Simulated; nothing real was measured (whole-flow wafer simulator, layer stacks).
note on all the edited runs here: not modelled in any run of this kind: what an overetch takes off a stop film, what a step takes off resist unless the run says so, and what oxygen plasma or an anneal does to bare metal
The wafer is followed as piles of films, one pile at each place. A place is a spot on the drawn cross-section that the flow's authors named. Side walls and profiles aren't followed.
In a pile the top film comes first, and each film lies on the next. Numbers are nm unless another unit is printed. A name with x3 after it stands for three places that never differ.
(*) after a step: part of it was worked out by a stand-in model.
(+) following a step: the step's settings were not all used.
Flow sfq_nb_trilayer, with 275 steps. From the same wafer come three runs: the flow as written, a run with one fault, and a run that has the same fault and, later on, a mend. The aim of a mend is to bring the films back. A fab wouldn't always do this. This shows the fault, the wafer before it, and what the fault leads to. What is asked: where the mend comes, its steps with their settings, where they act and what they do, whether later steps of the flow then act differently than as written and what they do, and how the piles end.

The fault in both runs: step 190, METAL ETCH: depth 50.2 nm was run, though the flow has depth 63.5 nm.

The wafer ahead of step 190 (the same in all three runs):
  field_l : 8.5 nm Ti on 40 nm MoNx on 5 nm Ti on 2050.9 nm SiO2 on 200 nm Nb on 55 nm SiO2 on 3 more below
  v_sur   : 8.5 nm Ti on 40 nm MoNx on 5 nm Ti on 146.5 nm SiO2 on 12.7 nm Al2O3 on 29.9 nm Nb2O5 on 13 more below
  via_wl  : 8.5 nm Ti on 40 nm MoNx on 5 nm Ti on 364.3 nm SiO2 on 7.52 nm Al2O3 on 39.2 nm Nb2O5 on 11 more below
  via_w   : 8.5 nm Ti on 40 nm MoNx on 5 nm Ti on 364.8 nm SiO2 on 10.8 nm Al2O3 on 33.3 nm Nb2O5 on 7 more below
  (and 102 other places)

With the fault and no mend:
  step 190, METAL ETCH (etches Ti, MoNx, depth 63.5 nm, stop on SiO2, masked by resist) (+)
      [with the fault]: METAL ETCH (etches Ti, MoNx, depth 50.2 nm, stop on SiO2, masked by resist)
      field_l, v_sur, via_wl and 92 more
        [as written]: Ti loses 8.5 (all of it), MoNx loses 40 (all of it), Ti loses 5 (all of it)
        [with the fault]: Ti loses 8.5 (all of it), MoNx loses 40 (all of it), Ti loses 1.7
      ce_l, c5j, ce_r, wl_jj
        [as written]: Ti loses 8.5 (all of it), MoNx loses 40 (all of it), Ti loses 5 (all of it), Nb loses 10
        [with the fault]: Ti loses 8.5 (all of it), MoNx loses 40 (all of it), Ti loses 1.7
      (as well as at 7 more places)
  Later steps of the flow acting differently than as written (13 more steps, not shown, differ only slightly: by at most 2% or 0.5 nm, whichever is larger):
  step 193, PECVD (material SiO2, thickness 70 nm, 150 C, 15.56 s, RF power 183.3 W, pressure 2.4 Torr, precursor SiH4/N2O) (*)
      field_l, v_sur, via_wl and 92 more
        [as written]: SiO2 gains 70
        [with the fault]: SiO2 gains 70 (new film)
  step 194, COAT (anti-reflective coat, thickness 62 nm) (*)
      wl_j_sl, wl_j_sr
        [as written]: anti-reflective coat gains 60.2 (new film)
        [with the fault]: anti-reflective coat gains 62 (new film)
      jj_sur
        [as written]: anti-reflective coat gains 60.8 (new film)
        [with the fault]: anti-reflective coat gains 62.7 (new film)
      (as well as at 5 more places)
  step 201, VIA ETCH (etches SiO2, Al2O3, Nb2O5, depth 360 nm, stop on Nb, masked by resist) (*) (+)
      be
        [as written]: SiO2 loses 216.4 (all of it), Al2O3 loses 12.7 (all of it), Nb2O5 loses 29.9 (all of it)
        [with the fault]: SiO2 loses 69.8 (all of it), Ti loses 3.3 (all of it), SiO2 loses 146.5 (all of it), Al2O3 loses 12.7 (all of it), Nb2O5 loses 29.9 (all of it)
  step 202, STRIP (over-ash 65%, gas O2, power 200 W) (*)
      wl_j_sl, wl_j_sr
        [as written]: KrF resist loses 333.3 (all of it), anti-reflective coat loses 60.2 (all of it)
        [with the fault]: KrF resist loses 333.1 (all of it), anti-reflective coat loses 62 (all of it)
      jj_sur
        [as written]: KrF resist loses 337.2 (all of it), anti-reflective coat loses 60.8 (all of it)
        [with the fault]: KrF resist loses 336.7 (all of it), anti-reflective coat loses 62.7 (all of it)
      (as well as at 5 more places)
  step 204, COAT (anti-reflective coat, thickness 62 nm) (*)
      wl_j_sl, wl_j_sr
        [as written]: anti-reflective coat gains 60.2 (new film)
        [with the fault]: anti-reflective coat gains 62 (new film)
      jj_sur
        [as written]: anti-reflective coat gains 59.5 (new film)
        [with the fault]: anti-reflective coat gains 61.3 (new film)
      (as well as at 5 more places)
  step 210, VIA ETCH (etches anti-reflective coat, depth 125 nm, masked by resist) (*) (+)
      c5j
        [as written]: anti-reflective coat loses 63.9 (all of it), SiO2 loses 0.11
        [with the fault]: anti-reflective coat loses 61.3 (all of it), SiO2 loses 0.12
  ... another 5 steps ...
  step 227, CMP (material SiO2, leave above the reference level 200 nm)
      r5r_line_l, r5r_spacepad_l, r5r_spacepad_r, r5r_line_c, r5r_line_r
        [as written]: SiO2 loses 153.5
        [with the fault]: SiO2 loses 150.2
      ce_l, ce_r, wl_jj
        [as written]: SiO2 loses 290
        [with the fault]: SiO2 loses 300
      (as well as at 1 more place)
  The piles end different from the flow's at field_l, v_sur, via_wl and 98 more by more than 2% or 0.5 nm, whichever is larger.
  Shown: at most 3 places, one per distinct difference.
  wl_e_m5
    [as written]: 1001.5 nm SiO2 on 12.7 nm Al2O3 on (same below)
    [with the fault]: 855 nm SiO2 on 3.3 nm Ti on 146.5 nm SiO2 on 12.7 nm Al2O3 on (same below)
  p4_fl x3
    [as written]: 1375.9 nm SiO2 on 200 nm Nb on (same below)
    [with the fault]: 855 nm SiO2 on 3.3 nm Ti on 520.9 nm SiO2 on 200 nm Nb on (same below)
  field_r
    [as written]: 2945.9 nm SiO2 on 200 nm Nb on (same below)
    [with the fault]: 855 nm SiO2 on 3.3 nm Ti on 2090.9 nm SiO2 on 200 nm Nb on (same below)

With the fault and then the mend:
  After step 190 comes the mend.
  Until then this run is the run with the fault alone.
  step 190a, METAL ETCH (etches Ti, MoNx, depth 13.3 nm, stop on SiO2, masked by resist) (+) (the flow's step 190 again, with other settings)
      field_l, v_sur, via_wl and 92 more
        Ti loses 3.3 (all of it)
      be_r, r_sur, res, r_end, r5r_line_l, r5r_line_c, r5r_line_r
        KrF resist loses 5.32
      ce_l, c5j, ce_r, wl_jj
        Ti loses 3.3 (all of it), Nb loses 10
  Later steps of the flow that are run all act as written at every place that is followed.
  By the end, the piles equal the flow's at every place that both follow.
